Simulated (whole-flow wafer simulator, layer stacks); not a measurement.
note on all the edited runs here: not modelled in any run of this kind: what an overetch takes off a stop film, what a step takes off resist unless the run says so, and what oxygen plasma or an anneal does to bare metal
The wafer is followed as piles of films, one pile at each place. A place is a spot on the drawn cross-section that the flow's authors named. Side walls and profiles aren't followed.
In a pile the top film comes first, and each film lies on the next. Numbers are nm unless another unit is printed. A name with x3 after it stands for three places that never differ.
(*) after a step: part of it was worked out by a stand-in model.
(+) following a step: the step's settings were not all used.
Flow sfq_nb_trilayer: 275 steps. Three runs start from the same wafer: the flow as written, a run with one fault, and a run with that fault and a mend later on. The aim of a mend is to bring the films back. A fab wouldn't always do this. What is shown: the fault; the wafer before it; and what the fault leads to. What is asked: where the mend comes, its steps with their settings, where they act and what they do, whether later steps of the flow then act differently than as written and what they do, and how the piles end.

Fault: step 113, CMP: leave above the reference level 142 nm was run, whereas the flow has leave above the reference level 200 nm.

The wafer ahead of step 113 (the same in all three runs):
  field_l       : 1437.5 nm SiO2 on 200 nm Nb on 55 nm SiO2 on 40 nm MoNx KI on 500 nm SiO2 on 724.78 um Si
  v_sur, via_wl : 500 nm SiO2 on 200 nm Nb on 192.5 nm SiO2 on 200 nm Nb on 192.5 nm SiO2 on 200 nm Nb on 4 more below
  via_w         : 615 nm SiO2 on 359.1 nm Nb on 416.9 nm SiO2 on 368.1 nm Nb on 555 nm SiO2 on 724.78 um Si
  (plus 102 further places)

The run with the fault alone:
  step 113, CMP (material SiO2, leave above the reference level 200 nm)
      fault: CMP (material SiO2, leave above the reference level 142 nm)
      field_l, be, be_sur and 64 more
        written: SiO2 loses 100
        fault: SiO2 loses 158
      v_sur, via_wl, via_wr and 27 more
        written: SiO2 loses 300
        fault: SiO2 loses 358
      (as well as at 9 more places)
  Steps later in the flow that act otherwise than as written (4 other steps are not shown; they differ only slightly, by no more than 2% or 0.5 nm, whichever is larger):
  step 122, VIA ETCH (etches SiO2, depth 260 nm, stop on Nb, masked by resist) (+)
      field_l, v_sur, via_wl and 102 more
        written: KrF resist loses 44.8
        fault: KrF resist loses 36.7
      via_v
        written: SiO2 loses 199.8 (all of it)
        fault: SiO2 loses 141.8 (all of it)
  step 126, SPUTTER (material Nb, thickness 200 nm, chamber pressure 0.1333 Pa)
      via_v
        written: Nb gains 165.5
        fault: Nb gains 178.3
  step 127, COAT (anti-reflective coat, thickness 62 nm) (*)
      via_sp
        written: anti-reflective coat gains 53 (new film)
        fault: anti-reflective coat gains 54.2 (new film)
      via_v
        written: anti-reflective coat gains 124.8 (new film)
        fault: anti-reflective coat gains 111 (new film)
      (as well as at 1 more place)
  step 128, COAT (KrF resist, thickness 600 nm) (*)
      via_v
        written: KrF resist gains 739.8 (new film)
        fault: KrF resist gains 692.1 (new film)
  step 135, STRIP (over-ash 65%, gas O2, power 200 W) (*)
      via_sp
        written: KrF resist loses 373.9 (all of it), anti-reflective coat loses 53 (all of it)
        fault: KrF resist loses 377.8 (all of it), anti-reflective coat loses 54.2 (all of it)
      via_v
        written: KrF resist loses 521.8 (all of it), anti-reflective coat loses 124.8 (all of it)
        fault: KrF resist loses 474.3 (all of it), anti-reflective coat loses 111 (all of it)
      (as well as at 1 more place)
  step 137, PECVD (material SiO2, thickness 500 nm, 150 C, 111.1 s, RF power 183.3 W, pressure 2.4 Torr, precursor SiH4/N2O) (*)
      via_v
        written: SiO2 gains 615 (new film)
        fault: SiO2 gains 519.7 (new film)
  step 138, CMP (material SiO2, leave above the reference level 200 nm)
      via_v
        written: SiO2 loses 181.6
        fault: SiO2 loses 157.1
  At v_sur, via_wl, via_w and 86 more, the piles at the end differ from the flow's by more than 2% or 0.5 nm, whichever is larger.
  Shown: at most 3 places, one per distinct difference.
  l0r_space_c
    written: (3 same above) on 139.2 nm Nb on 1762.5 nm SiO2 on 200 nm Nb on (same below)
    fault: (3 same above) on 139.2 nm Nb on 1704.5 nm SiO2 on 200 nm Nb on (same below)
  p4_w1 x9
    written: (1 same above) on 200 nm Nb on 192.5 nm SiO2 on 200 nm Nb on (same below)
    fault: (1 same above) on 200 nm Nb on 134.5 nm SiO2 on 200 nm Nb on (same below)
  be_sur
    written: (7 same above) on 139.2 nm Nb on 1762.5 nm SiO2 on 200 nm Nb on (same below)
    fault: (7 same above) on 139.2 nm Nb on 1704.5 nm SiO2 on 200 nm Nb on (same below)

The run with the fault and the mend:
  The mend stands after step 120.
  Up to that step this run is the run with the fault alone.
  step 120a, STRIP (over-ash 65%, gas O2, power 200 W) (*)
      field_l, v_sur, via_wl and 102 more
        KrF resist loses 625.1 (all of it), anti-reflective coat loses 62 (all of it)
      via_v
        anti-reflective coat loses 62 (all of it)
  step 120b, PECVD (material SiO2, thickness 58 nm, 150 C, 12.89 s, RF power 183.3 W, pressure 2.4 Torr, precursor SiH4/N2O) (the flow's step 112, run once more with other settings)
      field_l, v_sur, via_wl and 103 more
        SiO2 gains 58
  step 120c, COAT (anti-reflective coat, thickness 62 nm) (the flow's step 115, run once more)
      field_l, v_sur, via_wl and 103 more
        anti-reflective coat gains 62 (new film)
  step 120d, COAT (KrF resist, thickness 650 nm) (the flow's step 116, run once more)
      field_l, v_sur, via_wl and 103 more
        KrF resist gains 650 (new film)
  step 120e, SOFTBAKE (KrF resist) (the flow's step 117, run once more)
      alters no film at any place that is followed
  step 120f, EXPOSE (photomask I3, dose 11.91 mJ/cm2, NA 0.6, wavelength 248 nm) (*) (the flow's step 118, run once more)
      alters no film at any place that is followed
  step 120g, PEB (KrF resist, 90 s) (the flow's step 119, run once more)
      field_l, v_sur, via_wl and 103 more
        KrF resist loses 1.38
  step 120h, DEVELOP (KrF resist, thickness 650 nm, 60 s) (the flow's step 120, run once more)
      field_l, v_sur, via_wl and 102 more
        KrF resist loses 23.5
      via_v
        KrF resist loses 648.6 (all of it)
  Every later step of the flow that is run acts as written, at every place that is followed, to within 2% or 0.5 nm, whichever is larger.
  At every place that both follow, the piles at the end match the flow's.
